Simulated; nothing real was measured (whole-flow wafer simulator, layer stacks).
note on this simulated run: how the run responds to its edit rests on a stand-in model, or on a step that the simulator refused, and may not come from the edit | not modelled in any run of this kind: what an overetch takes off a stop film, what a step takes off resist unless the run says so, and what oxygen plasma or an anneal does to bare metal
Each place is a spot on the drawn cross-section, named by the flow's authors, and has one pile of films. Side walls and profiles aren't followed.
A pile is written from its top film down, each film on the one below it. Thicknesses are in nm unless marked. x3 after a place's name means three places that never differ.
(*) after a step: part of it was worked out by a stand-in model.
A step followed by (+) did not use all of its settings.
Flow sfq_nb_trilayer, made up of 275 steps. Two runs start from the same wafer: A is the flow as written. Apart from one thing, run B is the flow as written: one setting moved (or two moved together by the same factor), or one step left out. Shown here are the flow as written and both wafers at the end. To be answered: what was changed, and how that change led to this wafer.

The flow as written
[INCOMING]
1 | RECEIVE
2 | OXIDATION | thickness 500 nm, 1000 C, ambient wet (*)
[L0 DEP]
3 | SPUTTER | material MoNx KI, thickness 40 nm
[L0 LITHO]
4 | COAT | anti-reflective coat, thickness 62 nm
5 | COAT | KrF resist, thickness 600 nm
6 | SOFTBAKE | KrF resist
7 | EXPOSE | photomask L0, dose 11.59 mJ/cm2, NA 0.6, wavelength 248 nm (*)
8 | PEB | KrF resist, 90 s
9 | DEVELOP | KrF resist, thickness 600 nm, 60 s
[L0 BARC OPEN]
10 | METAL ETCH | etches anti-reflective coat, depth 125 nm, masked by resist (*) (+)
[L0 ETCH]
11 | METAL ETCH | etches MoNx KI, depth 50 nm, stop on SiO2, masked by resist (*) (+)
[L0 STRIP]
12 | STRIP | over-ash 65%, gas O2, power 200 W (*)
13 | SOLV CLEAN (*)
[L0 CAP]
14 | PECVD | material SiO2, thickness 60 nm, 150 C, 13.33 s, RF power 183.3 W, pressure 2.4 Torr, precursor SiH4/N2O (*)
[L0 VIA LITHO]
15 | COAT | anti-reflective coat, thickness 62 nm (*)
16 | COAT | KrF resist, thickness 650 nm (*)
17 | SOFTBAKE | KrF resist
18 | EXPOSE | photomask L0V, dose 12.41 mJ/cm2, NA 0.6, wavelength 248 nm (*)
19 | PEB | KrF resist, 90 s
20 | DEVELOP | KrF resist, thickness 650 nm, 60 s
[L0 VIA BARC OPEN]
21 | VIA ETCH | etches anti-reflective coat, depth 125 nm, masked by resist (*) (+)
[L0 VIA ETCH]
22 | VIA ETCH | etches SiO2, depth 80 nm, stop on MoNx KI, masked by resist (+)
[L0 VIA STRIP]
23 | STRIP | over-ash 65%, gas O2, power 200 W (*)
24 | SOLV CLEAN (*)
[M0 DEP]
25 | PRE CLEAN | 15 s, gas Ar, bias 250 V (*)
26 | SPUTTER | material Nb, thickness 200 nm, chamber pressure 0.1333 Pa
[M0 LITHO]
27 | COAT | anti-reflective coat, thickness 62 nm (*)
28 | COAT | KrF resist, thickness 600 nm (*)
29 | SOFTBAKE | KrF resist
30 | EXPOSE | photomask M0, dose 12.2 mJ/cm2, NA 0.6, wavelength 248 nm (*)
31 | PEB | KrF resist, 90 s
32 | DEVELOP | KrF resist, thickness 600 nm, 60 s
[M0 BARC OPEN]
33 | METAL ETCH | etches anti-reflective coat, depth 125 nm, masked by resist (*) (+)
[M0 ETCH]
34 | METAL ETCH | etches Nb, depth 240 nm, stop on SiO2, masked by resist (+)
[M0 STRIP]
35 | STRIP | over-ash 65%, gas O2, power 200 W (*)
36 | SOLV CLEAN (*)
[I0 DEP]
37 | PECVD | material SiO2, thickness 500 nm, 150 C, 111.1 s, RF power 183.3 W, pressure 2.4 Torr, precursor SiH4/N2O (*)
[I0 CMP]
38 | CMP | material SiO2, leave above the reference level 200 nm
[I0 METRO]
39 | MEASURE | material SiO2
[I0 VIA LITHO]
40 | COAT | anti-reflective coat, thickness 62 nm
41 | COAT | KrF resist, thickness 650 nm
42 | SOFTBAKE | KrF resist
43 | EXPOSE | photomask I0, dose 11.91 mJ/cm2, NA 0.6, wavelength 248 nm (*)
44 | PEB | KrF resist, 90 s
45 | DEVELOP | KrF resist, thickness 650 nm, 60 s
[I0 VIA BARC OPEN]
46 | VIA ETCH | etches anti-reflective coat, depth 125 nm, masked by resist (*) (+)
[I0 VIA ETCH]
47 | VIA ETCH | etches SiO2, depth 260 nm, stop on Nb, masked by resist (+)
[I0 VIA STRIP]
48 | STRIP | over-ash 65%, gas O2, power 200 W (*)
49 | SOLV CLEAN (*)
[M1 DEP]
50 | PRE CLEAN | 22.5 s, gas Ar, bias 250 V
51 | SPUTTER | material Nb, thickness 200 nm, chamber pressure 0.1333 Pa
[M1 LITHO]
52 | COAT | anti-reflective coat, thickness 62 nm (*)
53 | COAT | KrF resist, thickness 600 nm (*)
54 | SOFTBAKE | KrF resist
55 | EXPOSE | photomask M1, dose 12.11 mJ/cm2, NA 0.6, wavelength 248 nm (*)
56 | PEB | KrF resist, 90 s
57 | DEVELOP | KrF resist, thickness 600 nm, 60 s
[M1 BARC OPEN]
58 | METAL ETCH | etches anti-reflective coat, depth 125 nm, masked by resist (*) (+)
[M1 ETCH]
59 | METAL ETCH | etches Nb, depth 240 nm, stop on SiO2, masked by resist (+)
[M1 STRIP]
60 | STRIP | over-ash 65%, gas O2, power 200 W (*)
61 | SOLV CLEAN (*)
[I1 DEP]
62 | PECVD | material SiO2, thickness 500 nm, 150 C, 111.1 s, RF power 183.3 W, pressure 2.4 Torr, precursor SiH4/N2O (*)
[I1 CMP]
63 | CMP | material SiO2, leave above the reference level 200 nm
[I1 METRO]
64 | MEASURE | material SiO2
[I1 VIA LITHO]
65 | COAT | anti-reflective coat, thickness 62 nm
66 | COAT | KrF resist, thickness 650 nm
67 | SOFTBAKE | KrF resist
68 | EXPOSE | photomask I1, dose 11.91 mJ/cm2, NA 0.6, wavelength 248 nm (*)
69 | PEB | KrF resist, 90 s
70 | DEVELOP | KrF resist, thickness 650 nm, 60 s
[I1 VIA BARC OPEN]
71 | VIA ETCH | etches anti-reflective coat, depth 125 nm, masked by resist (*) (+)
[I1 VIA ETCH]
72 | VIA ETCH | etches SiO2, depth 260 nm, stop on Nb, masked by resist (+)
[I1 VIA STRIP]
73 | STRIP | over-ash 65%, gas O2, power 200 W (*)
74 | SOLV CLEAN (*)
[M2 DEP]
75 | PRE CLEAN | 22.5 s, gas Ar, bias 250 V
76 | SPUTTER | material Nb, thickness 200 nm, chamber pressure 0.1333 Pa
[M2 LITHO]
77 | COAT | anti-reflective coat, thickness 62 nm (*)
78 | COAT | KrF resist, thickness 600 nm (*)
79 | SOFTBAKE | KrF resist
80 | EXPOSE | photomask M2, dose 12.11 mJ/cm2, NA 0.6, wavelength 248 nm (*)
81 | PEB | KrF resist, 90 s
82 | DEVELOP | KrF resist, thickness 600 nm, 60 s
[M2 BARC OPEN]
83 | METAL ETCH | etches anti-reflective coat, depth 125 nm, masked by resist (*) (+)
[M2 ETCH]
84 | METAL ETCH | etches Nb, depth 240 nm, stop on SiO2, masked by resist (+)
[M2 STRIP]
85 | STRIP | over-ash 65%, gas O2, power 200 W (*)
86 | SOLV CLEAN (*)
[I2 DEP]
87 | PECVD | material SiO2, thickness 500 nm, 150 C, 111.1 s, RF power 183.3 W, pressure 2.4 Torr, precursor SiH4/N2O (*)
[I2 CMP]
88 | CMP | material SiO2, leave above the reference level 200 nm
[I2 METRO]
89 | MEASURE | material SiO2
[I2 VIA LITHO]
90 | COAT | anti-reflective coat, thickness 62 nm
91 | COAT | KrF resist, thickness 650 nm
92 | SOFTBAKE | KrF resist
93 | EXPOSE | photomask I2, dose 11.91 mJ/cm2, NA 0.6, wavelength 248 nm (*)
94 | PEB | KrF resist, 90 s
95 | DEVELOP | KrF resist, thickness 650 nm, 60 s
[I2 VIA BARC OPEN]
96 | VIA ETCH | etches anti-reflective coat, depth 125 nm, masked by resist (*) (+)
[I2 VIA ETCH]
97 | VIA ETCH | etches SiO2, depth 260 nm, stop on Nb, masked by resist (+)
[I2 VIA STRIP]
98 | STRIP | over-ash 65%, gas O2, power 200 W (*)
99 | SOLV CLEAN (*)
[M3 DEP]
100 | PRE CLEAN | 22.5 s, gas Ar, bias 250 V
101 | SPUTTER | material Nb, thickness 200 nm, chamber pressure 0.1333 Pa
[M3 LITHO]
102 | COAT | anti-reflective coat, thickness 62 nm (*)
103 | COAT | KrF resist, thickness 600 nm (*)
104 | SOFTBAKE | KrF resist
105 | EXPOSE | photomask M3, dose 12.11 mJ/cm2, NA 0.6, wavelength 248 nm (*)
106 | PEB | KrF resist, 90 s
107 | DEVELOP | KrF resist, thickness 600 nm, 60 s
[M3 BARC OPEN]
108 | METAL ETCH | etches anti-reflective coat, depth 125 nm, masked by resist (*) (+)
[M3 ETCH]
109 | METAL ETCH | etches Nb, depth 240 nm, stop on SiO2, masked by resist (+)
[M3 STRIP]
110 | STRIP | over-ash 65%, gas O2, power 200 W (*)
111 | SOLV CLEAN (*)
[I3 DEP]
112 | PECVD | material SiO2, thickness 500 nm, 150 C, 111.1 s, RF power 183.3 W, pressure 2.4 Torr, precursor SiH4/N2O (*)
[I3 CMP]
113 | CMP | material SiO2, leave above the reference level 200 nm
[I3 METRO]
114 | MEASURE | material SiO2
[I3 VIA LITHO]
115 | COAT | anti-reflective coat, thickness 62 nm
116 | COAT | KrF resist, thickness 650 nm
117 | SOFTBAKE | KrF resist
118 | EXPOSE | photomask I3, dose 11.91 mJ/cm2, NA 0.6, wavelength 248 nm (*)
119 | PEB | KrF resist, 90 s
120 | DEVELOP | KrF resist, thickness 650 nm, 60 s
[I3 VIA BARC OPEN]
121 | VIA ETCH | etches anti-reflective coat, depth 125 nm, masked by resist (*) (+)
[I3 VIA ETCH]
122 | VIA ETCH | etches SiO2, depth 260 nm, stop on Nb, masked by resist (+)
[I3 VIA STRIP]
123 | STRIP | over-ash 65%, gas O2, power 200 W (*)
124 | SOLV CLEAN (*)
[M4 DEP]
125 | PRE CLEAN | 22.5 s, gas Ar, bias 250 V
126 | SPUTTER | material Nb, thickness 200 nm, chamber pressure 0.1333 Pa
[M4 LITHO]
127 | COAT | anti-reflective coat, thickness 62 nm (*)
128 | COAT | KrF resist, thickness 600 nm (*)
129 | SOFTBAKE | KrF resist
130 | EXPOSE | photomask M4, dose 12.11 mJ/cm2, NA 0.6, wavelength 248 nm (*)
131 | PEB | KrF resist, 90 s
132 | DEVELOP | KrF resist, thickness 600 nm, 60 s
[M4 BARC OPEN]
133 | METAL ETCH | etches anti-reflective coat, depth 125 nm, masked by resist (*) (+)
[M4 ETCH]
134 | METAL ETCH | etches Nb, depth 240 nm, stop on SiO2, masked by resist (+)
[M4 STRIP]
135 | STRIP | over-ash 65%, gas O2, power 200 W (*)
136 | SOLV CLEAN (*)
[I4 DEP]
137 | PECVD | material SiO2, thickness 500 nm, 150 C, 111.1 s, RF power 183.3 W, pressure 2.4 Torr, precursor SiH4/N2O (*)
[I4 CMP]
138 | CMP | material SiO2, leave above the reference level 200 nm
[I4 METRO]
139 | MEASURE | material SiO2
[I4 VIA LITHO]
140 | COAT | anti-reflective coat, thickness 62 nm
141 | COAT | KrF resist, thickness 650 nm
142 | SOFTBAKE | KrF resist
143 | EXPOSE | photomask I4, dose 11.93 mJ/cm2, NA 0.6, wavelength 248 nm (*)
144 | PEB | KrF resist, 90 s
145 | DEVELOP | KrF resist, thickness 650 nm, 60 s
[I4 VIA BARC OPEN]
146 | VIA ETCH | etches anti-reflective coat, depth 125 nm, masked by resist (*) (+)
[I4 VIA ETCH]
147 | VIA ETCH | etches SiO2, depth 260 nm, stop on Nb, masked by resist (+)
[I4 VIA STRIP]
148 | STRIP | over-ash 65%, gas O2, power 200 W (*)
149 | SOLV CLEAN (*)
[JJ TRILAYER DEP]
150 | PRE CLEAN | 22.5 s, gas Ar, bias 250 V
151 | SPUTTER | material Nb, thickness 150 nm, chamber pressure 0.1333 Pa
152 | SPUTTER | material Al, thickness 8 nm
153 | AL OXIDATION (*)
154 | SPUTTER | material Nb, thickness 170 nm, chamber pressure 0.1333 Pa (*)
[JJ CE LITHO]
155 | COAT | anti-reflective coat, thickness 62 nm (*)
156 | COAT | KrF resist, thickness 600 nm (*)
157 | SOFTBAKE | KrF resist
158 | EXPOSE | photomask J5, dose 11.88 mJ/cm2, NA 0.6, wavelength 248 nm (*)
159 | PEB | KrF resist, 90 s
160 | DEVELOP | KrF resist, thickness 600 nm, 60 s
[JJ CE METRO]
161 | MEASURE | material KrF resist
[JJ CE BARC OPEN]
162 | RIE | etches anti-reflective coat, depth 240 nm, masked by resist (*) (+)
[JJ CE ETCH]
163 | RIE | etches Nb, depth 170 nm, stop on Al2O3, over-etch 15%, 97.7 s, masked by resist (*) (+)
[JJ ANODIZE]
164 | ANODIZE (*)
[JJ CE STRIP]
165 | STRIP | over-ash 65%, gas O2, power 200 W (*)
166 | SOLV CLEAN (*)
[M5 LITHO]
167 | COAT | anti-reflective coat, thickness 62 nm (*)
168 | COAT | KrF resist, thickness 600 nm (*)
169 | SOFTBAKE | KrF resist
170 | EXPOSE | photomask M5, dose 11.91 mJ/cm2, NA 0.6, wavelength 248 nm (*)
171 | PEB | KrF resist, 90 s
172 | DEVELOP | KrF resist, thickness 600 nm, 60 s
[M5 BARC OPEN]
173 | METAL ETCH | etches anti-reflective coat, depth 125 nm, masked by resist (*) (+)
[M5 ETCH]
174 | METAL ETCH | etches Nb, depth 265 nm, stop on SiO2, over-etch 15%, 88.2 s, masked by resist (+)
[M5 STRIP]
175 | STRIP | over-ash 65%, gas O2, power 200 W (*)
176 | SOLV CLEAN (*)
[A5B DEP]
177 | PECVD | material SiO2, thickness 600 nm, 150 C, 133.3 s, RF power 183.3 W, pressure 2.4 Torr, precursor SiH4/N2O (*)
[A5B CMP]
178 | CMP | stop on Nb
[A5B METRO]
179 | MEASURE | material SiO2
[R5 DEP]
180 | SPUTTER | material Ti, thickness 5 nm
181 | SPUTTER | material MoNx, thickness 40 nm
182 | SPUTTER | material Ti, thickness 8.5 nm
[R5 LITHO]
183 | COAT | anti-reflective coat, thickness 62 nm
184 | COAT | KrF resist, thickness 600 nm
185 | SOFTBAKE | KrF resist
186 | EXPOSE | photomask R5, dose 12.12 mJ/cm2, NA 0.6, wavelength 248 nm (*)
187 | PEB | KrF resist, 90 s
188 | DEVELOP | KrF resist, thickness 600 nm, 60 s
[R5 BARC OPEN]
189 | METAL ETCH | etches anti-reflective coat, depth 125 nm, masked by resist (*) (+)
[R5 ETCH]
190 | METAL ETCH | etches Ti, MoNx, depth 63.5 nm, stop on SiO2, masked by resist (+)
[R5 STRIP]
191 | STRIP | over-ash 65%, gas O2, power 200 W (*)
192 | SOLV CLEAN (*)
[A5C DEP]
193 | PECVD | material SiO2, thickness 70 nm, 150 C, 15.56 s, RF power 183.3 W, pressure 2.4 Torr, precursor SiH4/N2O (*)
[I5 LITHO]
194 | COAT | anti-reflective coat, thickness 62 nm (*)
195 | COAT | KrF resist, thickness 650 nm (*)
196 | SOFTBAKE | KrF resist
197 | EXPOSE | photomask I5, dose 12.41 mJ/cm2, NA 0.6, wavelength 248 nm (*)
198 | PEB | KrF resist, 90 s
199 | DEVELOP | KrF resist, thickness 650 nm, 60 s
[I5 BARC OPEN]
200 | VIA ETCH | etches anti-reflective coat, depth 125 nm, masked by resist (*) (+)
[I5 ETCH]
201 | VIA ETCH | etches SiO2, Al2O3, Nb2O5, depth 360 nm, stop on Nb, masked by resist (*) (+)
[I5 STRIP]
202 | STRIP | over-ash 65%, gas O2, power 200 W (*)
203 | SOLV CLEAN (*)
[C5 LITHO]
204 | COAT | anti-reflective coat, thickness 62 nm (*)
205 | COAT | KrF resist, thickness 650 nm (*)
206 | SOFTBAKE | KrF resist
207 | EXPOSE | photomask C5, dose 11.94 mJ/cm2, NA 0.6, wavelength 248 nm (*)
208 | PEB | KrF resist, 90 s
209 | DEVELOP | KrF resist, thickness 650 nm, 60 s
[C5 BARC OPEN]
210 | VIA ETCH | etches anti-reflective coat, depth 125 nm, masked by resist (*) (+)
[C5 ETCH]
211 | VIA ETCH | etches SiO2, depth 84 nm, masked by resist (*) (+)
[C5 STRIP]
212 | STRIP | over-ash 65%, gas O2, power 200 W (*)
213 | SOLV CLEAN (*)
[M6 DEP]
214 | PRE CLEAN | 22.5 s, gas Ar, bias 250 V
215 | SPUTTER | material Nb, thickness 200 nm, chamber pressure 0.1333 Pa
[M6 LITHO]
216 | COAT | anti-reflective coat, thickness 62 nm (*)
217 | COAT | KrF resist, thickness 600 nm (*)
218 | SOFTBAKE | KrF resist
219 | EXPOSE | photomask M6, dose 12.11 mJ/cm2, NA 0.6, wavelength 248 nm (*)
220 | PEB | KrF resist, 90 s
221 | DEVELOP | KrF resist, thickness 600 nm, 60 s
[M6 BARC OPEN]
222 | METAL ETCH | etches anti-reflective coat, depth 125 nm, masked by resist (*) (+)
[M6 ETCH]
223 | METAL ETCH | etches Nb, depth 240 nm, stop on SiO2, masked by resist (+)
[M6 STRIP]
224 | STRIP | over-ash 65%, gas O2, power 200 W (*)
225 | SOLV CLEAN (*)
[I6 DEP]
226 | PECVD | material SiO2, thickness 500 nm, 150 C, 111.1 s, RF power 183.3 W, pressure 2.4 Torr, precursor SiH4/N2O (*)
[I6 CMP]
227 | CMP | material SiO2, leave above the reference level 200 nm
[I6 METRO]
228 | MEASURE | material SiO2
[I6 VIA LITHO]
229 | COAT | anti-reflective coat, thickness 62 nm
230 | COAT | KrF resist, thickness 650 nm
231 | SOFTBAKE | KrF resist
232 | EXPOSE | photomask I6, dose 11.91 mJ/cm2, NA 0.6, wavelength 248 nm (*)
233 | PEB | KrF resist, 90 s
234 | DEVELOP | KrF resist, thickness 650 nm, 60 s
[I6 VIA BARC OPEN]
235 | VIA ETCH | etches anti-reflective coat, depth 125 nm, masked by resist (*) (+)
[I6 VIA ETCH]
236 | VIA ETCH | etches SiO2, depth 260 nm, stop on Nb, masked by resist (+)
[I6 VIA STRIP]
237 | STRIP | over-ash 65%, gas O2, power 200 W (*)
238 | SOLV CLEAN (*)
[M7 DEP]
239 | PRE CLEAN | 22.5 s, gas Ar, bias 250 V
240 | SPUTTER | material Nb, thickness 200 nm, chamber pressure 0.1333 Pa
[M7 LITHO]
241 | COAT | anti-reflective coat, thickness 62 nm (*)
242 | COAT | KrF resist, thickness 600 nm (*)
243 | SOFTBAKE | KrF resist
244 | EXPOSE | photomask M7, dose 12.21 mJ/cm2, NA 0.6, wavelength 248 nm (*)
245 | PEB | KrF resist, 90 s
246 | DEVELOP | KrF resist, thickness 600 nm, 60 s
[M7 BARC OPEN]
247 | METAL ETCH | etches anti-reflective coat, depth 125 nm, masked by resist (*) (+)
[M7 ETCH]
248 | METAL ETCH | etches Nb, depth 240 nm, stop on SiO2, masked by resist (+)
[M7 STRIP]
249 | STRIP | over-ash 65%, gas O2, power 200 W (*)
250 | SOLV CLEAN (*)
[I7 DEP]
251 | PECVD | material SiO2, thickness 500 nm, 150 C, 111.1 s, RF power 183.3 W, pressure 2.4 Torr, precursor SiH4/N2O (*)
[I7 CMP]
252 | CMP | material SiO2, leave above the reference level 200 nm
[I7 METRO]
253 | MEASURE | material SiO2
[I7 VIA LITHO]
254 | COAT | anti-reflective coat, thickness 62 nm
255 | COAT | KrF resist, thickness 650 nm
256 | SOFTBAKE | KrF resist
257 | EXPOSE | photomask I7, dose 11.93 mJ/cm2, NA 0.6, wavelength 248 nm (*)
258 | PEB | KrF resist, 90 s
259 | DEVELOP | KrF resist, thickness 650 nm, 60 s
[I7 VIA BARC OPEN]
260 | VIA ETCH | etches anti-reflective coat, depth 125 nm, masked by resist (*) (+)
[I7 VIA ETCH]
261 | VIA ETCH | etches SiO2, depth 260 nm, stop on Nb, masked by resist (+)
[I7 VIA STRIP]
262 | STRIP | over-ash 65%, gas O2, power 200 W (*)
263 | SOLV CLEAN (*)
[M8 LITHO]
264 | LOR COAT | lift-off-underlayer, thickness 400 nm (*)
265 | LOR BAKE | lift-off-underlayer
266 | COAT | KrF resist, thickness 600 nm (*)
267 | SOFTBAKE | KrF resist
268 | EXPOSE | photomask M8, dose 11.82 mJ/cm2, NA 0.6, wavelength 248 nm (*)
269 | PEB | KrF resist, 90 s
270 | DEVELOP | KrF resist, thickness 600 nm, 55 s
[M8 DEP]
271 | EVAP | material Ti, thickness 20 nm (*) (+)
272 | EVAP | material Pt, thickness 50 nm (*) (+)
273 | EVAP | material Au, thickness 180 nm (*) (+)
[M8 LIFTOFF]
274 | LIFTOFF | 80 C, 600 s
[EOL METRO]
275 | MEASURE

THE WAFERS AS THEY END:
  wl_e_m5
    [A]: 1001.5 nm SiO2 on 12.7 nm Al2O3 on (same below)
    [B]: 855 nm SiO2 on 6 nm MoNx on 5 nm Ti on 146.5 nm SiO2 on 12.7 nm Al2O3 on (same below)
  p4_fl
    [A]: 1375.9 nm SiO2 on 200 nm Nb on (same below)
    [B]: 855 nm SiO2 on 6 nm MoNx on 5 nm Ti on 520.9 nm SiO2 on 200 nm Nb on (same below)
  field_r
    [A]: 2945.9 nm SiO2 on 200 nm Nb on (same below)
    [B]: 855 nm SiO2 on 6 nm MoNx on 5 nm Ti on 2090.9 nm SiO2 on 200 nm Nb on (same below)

The reason: step 190, METAL ETCH: depth 42.5 nm was run, while the flow as written has depth 63.5 nm.

How this came from the change, step by step:
  190 | METAL ETCH | etches Ti, MoNx, depth 63.5 nm, stop on SiO2, masked by resist (+)
      field_l, v_sur, via_wl and 92 more: A Ti loses 8.5 (all of it), MoNx loses 40 (all of it), Ti loses 5 (all of it) | B Ti loses 8.5 (all of it), MoNx loses 34
      ce_l, c5j, ce_r, wl_jj: A Ti loses 8.5 (all of it), MoNx loses 40 (all of it), Ti loses 5 (all of it), Nb loses 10 | B Ti loses 8.5 (all of it), MoNx loses 34
      (as well as at 7 more places)
  193 | PECVD | material SiO2, thickness 70 nm, 150 C, 15.56 s, RF power 183.3 W, pressure 2.4 Torr, precursor SiH4/N2O (*)
      field_l, v_sur, via_wl and 92 more: A SiO2 gains 70 | B SiO2 gains 70 (new film)
  194 | COAT | anti-reflective coat, thickness 62 nm (*)
      wl_j_sl, wl_j_sr: A anti-reflective coat gains 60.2 (new film) | B anti-reflective coat gains 62 (new film)
      r5r_spacepad_l, r5r_spacepad_r: A anti-reflective coat gains 84.4 (new film) | B anti-reflective coat gains 79.6 (new film)
      (as well as at 11 more places)
  201 | VIA ETCH | etches SiO2, Al2O3, Nb2O5, depth 360 nm, stop on Nb, masked by resist (*) (+)
      be: A SiO2 loses 216.4 (all of it), Al2O3 loses 12.7 (all of it), Nb2O5 loses 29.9 (all of it) | B SiO2 loses 69.8 (all of it), MoNx loses 6 (all of it), Ti loses 5 (all of it), SiO2 loses 146.5 (all of it), Al2O3 loses 12.7 (all of it), Nb2O5 loses 29.9 (all of it)
  202 | STRIP | over-ash 65%, gas O2, power 200 W (*)
      wl_j_sl, wl_j_sr: A KrF resist loses 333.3 (all of it), anti-reflective coat loses 60.2 (all of it) | B KrF resist loses 333.2 (all of it), anti-reflective coat loses 62 (all of it)
      r5r_spacepad_l, r5r_spacepad_r: A KrF resist loses 335.6 (all of it), anti-reflective coat loses 84.4 (all of it) | B KrF resist loses 335.1 (all of it), anti-reflective coat loses 79.6 (all of it)
      (as well as at 11 more places)
  204 | COAT | anti-reflective coat, thickness 62 nm (*)
      wl_j_sl, wl_j_sr: A anti-reflective coat gains 60.2 (new film) | B anti-reflective coat gains 62 (new film)
      r5r_spacepad_l, r5r_spacepad_r: A anti-reflective coat gains 84.4 (new film) | B anti-reflective coat gains 79.6 (new film)
      (as well as at 11 more places)
  210 | VIA ETCH | etches anti-reflective coat, depth 125 nm, masked by resist (*) (+)
      c5j: A anti-reflective coat loses 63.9 (all of it), SiO2 loses 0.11 | B anti-reflective coat loses 61.3 (all of it), SiO2 loses 0.13
  211 | VIA ETCH | etches SiO2, depth 84 nm, masked by resist (*) (+)
      c5j: A SiO2 loses 69.9 (all of it), Nb loses 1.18 | B SiO2 loses 69.9 (all of it)
  212 | STRIP | over-ash 65%, gas O2, power 200 W (*)
      wl_j_sl, wl_j_sr: A KrF resist loses 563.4 (all of it), anti-reflective coat loses 60.2 (all of it) | B KrF resist loses 562.5 (all of it), anti-reflective coat loses 62 (all of it)
      r5r_spacepad_l, r5r_spacepad_r: A KrF resist loses 565.8 (all of it), anti-reflective coat loses 84.4 (all of it) | B KrF resist loses 564.4 (all of it), anti-reflective coat loses 79.6 (all of it)
      (as well as at 10 more places)
  214 | PRE CLEAN | 22.5 s, gas Ar, bias 250 V
      c5j: A Nb loses 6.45 | B MoNx loses 6 (all of it)
  215 | SPUTTER | material Nb, thickness 200 nm, chamber pressure 0.1333 Pa
      c5j: A Nb gains 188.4 | B Nb gains 189 (new film)
  216 | COAT | anti-reflective coat, thickness 62 nm (*)
      r5r_line_l, r5r_line_c, r5r_line_r: A anti-reflective coat gains 50 (new film) | B anti-reflective coat gains 51.8 (new film)
      wl_j_sl, wl_j_sr: A anti-reflective coat gains 60.2 (new film) | B anti-reflective coat gains 62 (new film)
      (as well as at 10 more places)
  222 | METAL ETCH | etches anti-reflective coat, depth 125 nm, masked by resist (*) (+)
      r5r_line_l, r5r_line_c, r5r_line_r: A anti-reflective coat loses 50 (all of it) | B anti-reflective coat loses 51.8 (all of it)
      r5r_spacepad_l, r5r_spacepad_r: A anti-reflective coat loses 85.7 (all of it) | B anti-reflective coat loses 80.4 (all of it)
      (as well as at 1 more place)
  224 | STRIP | over-ash 65%, gas O2, power 200 W (*)
      wl_j_sl, wl_j_sr: A KrF resist loses 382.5 (all of it), anti-reflective coat loses 60.2 (all of it) | B KrF resist loses 382.4 (all of it), anti-reflective coat loses 62 (all of it)
      jj_sur: A KrF resist loses 378.5 (all of it), anti-reflective coat loses 56.1 (all of it) | B KrF resist loses 377 (all of it), anti-reflective coat loses 58.4 (all of it)
      (as well as at 6 more places)
  226 | PECVD | material SiO2, thickness 500 nm, 150 C, 111.1 s, RF power 183.3 W, pressure 2.4 Torr, precursor SiH4/N2O (*)
      r5r_spacepad_l, r5r_spacepad_r: A SiO2 gains 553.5 | B SiO2 gains 540
  227 | CMP | material SiO2, leave above the reference level 200 nm
      ce_l, ce_r, wl_jj: A SiO2 loses 290 | B SiO2 loses 300
      be_r, r_sur, r_end: A SiO2 loses 353.5 | B SiO2 loses 342.5
      (as well as at 7 more places)
If metal films that touch count as one body, wl_e_m5 has 7 bodies (between them, from the top down: SiO2 146.5 / Al2O3 12.7 / Nb2O5 29.9; SiO2 192.5; SiO2 192.5; SiO2 192.5; SiO2 192.5; SiO2 192.5); the flow as written gives 6 bodies (between them, from the top down: SiO2 192.5; SiO2 192.5; SiO2 192.5; SiO2 192.5; SiO2 192.5).
If metal films that touch count as one body, p4_fl has 3 bodies (between them, from the top down: SiO2 520.9; SiO2 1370); the flow as written gives 2 bodies (between them, from the top down: SiO2 1370).
If metal films that touch count as one body, field_r has 2 bodies (between them, from the top down: SiO2 2090.9); the flow as written gives 1 body.
